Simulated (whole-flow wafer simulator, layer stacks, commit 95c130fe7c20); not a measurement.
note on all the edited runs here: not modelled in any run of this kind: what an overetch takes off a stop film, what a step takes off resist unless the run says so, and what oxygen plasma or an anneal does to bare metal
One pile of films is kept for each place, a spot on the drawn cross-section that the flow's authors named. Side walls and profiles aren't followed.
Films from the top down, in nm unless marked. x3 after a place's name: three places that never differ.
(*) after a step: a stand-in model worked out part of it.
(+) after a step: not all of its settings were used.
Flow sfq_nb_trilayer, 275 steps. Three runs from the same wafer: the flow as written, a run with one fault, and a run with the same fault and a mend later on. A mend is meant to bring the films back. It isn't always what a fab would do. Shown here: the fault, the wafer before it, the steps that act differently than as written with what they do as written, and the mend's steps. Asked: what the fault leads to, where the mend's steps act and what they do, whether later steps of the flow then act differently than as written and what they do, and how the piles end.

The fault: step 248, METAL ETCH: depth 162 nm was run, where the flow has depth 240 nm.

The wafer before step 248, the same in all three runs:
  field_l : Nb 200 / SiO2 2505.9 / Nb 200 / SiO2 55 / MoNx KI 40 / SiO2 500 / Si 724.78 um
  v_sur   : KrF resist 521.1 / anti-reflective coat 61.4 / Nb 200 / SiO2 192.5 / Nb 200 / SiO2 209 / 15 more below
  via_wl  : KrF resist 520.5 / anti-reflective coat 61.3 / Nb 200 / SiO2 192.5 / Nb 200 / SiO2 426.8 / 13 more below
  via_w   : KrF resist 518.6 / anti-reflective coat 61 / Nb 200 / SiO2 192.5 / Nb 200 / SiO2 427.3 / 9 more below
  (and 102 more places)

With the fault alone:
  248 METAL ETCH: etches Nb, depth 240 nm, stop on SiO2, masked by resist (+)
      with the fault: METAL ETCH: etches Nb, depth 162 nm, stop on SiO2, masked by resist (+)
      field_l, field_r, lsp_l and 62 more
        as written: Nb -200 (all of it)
        with the fault: Nb -162
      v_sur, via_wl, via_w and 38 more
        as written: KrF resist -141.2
        with the fault: KrF resist -95.3
  Later steps of the flow that act differently than as written:
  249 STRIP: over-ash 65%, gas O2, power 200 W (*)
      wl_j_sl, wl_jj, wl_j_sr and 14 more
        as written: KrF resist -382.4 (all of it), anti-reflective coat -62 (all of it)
        with the fault: KrF resist -428.3 (all of it), anti-reflective coat -62 (all of it)
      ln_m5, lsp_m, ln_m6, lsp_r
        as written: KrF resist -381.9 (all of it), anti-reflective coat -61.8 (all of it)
        with the fault: KrF resist -427.8 (all of it), anti-reflective coat -61.8 (all of it)
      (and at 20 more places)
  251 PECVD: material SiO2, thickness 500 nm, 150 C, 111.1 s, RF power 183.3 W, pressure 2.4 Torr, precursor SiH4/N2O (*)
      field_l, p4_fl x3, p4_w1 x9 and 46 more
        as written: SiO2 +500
        with the fault: SiO2 +500 (new film)
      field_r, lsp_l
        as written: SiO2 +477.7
        with the fault: SiO2 +481.9 (new film)
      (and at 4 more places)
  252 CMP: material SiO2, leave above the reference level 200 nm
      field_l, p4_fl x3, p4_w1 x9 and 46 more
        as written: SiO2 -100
        with the fault: SiO2 -138
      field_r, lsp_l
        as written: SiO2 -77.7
        with the fault: SiO2 -119.9
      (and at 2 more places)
  At the end the piles differ from the flow's by more than 2% or 0.5 nm, whichever is larger, at field_l, field_r, lsp_l and 62 more.
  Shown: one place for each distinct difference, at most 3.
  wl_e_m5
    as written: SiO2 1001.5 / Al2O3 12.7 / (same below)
    with the fault: SiO2 362 / Nb 38 / SiO2 601.5 / Al2O3 12.7 / (same below)
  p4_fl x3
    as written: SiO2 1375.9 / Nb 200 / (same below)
    with the fault: SiO2 362 / Nb 38 / SiO2 975.9 / Nb 200 / (same below)
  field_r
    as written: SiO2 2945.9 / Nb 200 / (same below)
    with the fault: SiO2 362 / Nb 38 / SiO2 2545.9 / Nb 200 / (same below)

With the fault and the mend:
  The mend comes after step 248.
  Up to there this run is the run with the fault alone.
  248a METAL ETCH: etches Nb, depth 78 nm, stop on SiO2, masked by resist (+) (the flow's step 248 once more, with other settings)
      field_l, field_r, lsp_l and 62 more
        Nb -38 (all of it)
      v_sur, via_wl, via_w and 38 more
        KrF resist -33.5
  Later steps of the flow that act differently than as written:
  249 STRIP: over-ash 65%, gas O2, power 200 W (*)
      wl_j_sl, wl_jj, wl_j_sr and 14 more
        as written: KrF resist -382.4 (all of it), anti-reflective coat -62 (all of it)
        with the mend: KrF resist -394.7 (all of it), anti-reflective coat -62 (all of it)
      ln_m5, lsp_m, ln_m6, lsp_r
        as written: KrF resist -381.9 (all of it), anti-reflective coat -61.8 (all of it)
        with the mend: KrF resist -394.3 (all of it), anti-reflective coat -61.8 (all of it)
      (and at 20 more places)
  At the end the piles are the same as the flow's at every place that both follow.
